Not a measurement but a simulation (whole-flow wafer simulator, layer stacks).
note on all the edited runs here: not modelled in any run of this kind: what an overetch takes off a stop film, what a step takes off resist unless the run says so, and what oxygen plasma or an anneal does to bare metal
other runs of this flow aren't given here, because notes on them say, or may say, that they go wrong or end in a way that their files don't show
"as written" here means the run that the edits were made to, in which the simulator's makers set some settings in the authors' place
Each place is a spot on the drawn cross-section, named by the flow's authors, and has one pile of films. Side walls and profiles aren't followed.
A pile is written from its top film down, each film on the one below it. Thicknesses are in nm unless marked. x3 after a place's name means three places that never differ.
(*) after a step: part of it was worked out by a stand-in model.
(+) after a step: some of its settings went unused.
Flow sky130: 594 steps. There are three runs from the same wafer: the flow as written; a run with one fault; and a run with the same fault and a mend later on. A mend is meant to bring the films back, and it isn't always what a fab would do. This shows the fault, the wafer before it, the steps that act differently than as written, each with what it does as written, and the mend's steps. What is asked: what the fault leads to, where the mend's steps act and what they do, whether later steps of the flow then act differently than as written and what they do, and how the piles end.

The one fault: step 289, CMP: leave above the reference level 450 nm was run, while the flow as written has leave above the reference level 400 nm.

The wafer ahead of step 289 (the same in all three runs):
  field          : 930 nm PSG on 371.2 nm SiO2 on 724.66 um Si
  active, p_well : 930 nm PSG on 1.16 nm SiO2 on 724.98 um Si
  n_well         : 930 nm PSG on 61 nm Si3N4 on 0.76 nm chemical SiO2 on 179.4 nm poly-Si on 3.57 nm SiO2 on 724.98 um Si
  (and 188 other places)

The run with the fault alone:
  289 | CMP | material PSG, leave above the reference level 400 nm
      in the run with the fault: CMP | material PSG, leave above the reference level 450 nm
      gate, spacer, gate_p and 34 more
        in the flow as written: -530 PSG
        in the run with the fault: -480 PSG
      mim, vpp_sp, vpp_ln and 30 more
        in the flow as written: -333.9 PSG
        in the run with the fault: -283.9 PSG
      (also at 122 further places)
  Steps later in the flow that act otherwise than as written:
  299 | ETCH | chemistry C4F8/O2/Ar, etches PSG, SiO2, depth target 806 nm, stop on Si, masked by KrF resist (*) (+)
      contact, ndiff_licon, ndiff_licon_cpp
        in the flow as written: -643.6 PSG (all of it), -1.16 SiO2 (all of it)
        in the run with the fault: -693.6 PSG (all of it), -1.16 SiO2 (all of it)
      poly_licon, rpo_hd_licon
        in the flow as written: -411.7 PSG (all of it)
        in the run with the fault: -461.7 PSG (all of it)
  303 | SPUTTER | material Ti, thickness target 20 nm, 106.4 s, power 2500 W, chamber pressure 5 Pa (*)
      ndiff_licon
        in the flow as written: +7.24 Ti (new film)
        in the run with the fault: +6.67 Ti (new film)
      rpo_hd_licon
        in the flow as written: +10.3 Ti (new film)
        in the run with the fault: +9.6 Ti (new film)
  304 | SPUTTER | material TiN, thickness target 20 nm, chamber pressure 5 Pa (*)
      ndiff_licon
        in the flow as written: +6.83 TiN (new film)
        in the run with the fault: +6.28 TiN (new film)
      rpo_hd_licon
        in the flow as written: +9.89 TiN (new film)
        in the run with the fault: +9.17 TiN (new film)
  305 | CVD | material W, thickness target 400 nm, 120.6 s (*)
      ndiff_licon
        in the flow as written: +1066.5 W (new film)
        in the run with the fault: +1117.7 W (new film)
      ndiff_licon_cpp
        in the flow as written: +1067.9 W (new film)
        in the run with the fault: +1118.9 W (new film)
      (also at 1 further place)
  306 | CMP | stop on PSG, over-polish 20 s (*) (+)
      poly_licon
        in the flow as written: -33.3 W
        in the run with the fault: nothing
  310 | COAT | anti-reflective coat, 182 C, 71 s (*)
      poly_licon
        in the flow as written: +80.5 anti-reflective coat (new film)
        in the run with the fault: +97.1 anti-reflective coat (new film)
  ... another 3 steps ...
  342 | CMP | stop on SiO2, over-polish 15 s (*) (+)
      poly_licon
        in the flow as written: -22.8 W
        in the run with the fault: -6.1 W
  The piles end different from the flow's at field, active, n_well and 190 more by more than 2% or 0.5 nm, whichever is larger.
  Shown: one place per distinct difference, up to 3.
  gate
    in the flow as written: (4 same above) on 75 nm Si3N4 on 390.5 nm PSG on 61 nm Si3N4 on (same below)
    in the run with the fault: (4 same above) on 75 nm Si3N4 on 440.5 nm PSG on 61 nm Si3N4 on (same below)
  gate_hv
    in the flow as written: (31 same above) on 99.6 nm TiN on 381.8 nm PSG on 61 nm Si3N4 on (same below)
    in the run with the fault: (31 same above) on 99.6 nm TiN on 431.8 nm PSG on 61 nm Si3N4 on (same below)
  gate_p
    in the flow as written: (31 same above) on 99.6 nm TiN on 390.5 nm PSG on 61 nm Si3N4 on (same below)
    in the run with the fault: (31 same above) on 99.6 nm TiN on 440.5 nm PSG on 61 nm Si3N4 on (same below)

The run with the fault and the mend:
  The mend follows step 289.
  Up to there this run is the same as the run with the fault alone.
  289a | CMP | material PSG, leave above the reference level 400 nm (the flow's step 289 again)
      field, active, n_well and 189 more
        -50 PSG
  None of the later steps of the flow acts differently than as written at any place that is followed.
  By the end, the piles equal the flow's at every place that both follow.
